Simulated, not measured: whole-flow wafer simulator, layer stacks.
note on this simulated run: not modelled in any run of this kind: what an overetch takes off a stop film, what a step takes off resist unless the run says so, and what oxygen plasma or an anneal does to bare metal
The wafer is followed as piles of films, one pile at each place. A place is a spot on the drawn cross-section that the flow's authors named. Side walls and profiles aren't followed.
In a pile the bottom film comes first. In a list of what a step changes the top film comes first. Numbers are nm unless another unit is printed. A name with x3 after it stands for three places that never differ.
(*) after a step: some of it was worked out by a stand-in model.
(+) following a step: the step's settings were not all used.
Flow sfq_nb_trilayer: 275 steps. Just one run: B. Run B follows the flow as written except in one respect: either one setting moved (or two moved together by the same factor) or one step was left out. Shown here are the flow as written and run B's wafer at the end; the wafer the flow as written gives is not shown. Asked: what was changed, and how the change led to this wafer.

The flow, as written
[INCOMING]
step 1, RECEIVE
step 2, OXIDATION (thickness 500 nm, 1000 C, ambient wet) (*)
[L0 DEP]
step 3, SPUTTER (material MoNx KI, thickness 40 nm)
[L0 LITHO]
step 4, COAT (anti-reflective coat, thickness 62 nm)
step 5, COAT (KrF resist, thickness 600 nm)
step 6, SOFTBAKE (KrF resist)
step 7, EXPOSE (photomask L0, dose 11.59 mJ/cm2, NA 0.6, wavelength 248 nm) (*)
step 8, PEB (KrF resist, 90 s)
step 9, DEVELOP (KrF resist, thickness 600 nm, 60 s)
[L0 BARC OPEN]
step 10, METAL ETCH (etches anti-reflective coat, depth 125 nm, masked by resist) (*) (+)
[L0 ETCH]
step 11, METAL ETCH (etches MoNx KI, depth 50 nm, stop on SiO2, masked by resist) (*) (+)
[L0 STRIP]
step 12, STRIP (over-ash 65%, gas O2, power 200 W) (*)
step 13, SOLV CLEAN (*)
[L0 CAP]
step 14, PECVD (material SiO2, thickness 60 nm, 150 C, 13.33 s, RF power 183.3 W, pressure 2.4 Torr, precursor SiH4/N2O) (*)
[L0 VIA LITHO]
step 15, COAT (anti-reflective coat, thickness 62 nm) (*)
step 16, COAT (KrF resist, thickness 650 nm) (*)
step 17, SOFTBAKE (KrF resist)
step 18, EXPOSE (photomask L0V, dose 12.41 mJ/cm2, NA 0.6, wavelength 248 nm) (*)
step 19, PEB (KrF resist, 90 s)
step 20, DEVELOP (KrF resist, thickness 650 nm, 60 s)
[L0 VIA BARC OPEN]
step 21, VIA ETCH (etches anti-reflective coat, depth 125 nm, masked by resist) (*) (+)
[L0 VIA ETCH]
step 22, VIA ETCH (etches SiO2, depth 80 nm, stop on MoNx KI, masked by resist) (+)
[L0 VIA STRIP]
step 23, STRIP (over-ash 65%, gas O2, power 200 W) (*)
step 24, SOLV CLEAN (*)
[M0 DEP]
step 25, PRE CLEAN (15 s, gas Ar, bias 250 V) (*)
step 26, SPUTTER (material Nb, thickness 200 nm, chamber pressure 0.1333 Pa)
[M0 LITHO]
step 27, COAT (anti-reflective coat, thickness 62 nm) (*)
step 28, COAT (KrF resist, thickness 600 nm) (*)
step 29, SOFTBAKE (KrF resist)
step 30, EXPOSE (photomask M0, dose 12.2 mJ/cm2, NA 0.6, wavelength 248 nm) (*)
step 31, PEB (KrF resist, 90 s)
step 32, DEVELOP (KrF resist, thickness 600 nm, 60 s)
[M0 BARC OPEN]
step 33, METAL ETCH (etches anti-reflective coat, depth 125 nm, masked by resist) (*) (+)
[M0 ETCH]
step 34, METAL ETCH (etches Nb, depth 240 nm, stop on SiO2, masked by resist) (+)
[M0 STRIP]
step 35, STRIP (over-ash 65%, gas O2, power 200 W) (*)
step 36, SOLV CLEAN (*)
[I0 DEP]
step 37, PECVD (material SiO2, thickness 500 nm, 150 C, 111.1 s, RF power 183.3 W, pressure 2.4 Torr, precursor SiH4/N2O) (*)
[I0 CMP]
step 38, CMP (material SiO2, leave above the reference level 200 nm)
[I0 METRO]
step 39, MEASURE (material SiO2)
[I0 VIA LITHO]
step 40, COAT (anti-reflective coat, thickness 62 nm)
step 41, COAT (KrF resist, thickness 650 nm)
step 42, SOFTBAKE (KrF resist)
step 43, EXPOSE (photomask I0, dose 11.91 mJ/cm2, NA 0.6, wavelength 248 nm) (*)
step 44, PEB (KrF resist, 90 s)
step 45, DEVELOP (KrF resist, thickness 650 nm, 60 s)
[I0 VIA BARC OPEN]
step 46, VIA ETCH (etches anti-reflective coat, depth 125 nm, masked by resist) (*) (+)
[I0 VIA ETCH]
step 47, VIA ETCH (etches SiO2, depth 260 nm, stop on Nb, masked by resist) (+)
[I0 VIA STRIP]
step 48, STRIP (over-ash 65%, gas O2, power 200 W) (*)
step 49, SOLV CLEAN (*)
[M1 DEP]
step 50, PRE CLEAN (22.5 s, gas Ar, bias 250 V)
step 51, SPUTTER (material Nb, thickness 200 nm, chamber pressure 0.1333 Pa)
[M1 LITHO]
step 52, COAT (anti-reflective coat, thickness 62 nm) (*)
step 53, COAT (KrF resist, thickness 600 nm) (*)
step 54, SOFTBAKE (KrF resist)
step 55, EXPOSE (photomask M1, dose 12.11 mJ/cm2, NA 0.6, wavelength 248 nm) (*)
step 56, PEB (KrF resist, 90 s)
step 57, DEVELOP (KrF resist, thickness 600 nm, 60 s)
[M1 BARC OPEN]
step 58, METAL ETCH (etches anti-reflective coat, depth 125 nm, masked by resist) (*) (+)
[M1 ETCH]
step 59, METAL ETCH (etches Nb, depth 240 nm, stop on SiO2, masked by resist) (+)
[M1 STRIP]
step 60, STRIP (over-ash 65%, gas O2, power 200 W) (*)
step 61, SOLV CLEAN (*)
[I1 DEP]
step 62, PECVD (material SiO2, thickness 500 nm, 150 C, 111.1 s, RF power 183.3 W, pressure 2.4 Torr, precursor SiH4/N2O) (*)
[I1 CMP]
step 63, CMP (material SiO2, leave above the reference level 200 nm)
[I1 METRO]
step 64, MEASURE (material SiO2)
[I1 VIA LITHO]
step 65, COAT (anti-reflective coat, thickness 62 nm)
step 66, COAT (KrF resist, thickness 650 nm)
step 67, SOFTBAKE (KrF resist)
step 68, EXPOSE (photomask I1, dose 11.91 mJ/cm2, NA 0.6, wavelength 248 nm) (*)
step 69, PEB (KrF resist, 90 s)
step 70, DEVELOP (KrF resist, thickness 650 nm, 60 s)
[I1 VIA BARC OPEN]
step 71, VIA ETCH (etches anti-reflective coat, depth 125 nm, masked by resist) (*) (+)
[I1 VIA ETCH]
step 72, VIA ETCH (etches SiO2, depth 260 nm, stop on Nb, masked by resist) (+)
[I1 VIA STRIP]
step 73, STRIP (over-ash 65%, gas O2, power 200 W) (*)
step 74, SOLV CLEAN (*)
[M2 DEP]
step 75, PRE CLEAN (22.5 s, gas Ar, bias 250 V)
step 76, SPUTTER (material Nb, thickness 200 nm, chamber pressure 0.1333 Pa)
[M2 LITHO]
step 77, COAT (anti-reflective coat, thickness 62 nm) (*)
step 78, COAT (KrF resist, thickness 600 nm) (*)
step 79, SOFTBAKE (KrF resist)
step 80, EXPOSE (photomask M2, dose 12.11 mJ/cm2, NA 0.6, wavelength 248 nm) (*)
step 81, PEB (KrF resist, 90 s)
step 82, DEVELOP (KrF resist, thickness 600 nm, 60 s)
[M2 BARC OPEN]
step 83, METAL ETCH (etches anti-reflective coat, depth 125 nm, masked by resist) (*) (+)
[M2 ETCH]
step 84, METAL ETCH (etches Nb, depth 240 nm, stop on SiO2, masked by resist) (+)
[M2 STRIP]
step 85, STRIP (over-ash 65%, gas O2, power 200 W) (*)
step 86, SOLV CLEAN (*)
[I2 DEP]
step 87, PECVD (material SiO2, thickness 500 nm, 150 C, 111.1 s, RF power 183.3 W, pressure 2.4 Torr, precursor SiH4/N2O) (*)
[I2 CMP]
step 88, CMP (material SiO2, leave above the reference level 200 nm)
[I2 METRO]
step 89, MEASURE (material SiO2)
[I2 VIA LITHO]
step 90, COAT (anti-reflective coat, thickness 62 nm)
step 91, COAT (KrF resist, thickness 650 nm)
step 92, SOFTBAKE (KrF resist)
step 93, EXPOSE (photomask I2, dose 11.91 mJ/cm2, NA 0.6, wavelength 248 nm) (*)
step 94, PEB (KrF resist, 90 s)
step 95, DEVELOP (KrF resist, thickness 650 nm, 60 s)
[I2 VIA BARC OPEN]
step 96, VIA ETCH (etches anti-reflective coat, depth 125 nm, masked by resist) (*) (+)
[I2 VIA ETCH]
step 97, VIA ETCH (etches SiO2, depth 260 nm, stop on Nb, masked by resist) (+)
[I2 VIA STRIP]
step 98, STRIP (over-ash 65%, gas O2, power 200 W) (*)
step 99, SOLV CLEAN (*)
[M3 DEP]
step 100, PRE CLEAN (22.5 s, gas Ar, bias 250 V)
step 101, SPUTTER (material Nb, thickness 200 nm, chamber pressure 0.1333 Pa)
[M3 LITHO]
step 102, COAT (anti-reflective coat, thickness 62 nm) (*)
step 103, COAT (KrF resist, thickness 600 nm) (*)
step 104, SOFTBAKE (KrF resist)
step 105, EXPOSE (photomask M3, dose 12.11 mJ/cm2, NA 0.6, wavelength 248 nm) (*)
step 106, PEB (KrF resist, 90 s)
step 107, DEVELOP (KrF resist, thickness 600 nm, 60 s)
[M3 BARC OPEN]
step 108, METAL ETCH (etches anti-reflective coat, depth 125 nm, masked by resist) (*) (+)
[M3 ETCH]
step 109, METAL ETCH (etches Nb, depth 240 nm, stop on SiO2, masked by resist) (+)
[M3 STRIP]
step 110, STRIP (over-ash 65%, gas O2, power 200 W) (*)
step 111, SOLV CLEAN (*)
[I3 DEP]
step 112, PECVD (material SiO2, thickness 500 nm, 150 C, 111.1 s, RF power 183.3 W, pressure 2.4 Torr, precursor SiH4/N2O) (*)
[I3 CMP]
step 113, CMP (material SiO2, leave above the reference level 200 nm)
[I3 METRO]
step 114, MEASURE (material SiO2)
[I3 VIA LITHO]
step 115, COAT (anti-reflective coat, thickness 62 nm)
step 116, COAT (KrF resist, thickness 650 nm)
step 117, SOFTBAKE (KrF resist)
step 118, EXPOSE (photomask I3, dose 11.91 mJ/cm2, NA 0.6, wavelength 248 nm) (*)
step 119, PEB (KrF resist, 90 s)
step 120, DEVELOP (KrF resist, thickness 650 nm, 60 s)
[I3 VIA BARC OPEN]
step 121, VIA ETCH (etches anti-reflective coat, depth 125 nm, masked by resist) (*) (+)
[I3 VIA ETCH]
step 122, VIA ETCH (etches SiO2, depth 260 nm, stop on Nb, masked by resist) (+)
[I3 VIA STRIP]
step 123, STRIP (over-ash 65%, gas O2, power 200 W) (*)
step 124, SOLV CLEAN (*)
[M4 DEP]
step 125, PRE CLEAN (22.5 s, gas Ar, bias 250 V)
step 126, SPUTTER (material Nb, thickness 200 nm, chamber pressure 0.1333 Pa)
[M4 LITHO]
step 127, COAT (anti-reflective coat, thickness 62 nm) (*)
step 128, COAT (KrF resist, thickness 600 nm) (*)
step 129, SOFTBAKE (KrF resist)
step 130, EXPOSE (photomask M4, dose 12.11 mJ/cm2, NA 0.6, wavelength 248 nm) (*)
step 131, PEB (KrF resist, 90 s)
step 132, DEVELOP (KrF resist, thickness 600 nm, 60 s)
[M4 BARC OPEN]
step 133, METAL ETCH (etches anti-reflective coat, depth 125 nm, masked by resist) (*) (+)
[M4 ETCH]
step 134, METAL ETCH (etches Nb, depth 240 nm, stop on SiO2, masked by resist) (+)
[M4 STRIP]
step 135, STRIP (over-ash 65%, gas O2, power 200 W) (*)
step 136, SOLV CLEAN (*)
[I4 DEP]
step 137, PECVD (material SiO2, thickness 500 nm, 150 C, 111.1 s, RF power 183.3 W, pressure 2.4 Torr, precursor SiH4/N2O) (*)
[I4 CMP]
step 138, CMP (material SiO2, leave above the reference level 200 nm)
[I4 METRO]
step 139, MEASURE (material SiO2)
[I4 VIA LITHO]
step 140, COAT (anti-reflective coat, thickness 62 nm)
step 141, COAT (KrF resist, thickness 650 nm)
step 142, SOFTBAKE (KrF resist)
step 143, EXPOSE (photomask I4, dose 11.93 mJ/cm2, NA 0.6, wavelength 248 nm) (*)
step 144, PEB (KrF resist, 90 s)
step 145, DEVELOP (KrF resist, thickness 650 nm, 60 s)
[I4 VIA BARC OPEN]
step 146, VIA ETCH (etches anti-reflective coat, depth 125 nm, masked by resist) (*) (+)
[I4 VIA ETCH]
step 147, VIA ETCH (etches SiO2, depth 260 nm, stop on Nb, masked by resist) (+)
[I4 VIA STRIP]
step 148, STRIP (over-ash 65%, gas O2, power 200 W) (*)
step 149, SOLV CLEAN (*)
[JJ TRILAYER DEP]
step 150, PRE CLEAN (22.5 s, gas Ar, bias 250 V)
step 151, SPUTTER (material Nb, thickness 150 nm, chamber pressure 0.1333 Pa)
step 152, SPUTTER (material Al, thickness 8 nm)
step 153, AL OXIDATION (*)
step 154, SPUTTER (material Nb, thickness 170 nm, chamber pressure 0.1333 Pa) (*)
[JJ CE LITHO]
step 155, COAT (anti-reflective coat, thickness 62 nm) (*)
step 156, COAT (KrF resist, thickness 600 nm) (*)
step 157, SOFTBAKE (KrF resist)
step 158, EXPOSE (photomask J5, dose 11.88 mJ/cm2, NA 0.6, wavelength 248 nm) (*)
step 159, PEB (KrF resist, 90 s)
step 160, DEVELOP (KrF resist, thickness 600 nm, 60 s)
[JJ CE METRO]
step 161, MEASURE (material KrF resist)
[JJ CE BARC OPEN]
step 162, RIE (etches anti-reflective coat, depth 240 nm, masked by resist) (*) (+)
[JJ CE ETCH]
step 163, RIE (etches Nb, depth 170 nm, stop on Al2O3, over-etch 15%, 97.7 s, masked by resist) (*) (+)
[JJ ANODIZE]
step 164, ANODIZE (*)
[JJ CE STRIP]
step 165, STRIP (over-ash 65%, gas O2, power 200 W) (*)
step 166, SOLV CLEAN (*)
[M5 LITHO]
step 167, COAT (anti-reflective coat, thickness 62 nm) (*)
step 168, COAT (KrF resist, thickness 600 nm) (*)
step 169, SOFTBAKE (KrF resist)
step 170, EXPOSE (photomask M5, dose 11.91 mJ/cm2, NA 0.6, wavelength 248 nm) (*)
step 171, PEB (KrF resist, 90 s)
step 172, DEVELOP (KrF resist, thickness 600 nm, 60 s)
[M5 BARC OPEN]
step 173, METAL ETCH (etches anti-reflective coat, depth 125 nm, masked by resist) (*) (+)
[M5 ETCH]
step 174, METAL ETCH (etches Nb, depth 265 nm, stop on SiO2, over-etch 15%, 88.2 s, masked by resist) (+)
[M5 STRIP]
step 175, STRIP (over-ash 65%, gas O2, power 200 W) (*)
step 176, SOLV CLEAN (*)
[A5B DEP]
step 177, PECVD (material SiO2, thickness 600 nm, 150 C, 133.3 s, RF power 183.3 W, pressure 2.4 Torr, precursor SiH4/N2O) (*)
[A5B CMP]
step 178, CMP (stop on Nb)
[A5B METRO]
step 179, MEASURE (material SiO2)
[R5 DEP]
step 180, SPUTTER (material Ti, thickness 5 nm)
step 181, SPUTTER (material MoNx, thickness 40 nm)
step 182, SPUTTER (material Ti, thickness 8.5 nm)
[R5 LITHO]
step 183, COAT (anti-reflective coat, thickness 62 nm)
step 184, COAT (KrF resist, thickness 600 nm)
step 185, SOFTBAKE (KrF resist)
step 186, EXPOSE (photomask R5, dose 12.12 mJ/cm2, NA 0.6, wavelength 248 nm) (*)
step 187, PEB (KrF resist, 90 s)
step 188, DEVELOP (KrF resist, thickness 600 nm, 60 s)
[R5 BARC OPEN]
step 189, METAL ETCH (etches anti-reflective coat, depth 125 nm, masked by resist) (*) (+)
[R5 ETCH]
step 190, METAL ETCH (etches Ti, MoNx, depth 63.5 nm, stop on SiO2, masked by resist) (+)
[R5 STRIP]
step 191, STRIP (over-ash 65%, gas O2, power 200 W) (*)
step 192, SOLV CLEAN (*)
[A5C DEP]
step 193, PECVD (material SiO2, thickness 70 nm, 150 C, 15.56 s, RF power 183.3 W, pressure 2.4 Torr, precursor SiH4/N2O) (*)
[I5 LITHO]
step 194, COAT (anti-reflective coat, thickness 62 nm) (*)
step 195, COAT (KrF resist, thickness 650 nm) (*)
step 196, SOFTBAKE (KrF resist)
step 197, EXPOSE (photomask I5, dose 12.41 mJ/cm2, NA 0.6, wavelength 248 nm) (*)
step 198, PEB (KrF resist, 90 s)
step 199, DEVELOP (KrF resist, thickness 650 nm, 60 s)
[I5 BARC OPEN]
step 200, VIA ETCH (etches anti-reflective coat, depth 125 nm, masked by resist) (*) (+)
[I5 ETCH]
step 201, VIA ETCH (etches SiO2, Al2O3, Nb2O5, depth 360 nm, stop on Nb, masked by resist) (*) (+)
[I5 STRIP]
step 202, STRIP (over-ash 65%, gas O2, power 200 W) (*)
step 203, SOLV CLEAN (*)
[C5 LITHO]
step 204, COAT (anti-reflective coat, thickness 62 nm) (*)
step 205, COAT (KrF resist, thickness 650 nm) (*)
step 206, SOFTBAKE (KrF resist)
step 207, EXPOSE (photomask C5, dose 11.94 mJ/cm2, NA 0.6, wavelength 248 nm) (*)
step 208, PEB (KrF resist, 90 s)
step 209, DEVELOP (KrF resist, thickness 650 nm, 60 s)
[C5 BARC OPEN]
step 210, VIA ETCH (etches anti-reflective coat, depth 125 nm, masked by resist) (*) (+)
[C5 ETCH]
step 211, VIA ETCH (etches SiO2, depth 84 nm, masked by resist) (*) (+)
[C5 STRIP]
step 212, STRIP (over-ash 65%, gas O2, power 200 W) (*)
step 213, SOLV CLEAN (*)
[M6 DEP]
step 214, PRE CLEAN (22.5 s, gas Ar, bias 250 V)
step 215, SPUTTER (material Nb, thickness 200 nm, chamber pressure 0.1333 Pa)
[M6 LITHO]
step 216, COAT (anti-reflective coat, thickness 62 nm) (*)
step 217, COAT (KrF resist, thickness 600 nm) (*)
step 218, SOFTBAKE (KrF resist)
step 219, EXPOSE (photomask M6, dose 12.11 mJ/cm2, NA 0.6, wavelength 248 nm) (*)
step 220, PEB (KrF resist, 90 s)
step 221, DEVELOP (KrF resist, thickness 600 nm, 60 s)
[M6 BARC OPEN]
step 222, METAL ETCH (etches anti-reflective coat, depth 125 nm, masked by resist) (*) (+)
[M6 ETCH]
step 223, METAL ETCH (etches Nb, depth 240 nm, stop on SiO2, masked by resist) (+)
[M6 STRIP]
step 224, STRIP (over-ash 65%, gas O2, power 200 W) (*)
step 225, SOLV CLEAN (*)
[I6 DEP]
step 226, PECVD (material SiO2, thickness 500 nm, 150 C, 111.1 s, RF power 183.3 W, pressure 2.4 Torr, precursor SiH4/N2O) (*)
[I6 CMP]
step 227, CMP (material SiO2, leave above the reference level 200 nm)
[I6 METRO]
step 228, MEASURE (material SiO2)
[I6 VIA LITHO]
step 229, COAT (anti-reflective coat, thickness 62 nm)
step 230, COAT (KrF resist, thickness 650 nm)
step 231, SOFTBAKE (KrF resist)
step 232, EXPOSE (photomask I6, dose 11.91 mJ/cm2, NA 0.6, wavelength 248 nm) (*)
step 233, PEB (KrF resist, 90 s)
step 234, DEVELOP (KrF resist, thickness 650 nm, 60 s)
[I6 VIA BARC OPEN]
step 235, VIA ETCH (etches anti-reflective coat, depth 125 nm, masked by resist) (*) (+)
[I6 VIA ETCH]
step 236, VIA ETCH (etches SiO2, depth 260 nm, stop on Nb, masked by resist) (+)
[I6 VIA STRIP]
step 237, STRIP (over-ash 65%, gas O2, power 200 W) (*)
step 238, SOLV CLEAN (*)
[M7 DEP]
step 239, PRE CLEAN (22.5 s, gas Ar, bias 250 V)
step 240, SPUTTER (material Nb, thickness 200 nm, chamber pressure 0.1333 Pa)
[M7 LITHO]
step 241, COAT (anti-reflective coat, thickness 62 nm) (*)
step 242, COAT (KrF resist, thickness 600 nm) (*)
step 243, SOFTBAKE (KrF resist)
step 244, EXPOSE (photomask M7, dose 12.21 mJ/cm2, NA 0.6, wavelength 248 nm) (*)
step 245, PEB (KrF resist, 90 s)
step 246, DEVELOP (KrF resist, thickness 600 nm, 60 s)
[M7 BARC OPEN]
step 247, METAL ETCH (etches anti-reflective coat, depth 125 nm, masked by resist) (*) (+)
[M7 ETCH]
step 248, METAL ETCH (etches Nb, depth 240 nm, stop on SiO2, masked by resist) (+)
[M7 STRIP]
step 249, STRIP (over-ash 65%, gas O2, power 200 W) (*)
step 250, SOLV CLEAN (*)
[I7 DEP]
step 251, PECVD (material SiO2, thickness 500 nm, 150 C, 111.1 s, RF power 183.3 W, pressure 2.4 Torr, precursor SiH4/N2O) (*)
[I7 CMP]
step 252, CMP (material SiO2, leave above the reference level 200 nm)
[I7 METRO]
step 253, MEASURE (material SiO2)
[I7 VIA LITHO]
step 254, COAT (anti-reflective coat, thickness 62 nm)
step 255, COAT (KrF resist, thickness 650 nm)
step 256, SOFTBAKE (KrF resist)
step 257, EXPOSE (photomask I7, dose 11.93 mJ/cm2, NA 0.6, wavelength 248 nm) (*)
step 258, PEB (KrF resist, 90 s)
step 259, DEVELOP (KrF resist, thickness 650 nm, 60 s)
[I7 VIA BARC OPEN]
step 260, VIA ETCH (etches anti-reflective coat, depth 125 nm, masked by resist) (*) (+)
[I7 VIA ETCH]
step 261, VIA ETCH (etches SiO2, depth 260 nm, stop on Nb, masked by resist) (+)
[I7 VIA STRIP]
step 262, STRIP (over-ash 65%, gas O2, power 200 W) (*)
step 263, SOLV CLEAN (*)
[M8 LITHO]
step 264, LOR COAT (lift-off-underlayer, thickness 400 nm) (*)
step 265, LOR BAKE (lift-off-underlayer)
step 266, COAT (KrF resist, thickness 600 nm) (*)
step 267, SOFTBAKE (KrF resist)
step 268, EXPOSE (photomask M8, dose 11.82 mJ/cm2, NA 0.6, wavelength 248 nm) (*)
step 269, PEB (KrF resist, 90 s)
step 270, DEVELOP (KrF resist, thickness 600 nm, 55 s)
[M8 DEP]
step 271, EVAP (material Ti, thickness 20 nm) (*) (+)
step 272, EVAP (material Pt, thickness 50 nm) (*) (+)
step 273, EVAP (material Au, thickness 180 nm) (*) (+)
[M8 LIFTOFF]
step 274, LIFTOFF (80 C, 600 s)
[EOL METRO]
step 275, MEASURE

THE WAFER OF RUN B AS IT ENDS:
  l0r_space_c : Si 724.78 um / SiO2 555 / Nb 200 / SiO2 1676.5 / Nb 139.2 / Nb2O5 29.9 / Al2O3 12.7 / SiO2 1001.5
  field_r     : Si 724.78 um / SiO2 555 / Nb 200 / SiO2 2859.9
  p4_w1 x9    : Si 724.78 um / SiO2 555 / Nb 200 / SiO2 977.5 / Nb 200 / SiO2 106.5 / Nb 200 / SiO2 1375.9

The reason: step 113, CMP: leave above the reference level 114 nm was run, while the flow as written has leave above the reference level 200 nm.

How this came from the change, step by step:
  step 113, CMP (material SiO2, leave above the reference level 200 nm)
      field_l, be, be_sur and 64 more: SiO2 loses 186 (as written it would have been: SiO2 loses 100)
      v_sur, via_wl, via_wr and 27 more: SiO2 loses 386 (as written it would have been: SiO2 loses 300)
      (and at 9 other places as well)
  step 122, VIA ETCH (etches SiO2, depth 260 nm, stop on Nb, masked by resist) (+)
      field_l, v_sur, via_wl and 102 more: KrF resist loses 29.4 (as written it would have been: KrF resist loses 44.8)
      via_v: SiO2 loses 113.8 (all of it) (as written it would have been: SiO2 loses 199.8 (all of it))
  step 123, STRIP (over-ash 65%, gas O2, power 200 W) (*)
      field_l, v_sur, via_wl and 102 more: KrF resist loses 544 (all of it), anti-reflective coat loses 62 (all of it) (as written it would have been: KrF resist loses 528.6 (all of it), anti-reflective coat loses 62 (all of it))
  step 126, SPUTTER (material Nb, thickness 200 nm, chamber pressure 0.1333 Pa)
      via_v: Nb gains 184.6 (as written it would have been: Nb gains 165.5)
  step 127, COAT (anti-reflective coat, thickness 62 nm) (*)
      via_sp: anti-reflective coat gains 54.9 (new film) (as written it would have been: anti-reflective coat gains 53 (new film))
      via_v: anti-reflective coat gains 105 (new film) (as written it would have been: anti-reflective coat gains 124.8 (new film))
      (and at 1 other place as well)
  step 128, COAT (KrF resist, thickness 600 nm) (*)
      via_v: KrF resist gains 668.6 (new film) (as written it would have been: KrF resist gains 739.8 (new film))
  step 135, STRIP (over-ash 65%, gas O2, power 200 W) (*)
      via_sp: KrF resist loses 379.7 (all of it), anti-reflective coat loses 54.9 (all of it) (as written it would have been: KrF resist loses 373.9 (all of it), anti-reflective coat loses 53 (all of it))
      via_v: KrF resist loses 450.9 (all of it), anti-reflective coat loses 105 (all of it) (as written it would have been: KrF resist loses 521.8 (all of it), anti-reflective coat loses 124.8 (all of it))
      (and at 1 other place as well)
  step 137, PECVD (material SiO2, thickness 500 nm, 150 C, 111.1 s, RF power 183.3 W, pressure 2.4 Torr, precursor SiH4/N2O) (*)
      via_v: SiO2 gains 500 (new film) (as written it would have been: SiO2 gains 615 (new film))
  step 138, CMP (material SiO2, leave above the reference level 200 nm)
      via_v: SiO2 loses 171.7 (as written it would have been: SiO2 loses 181.6)
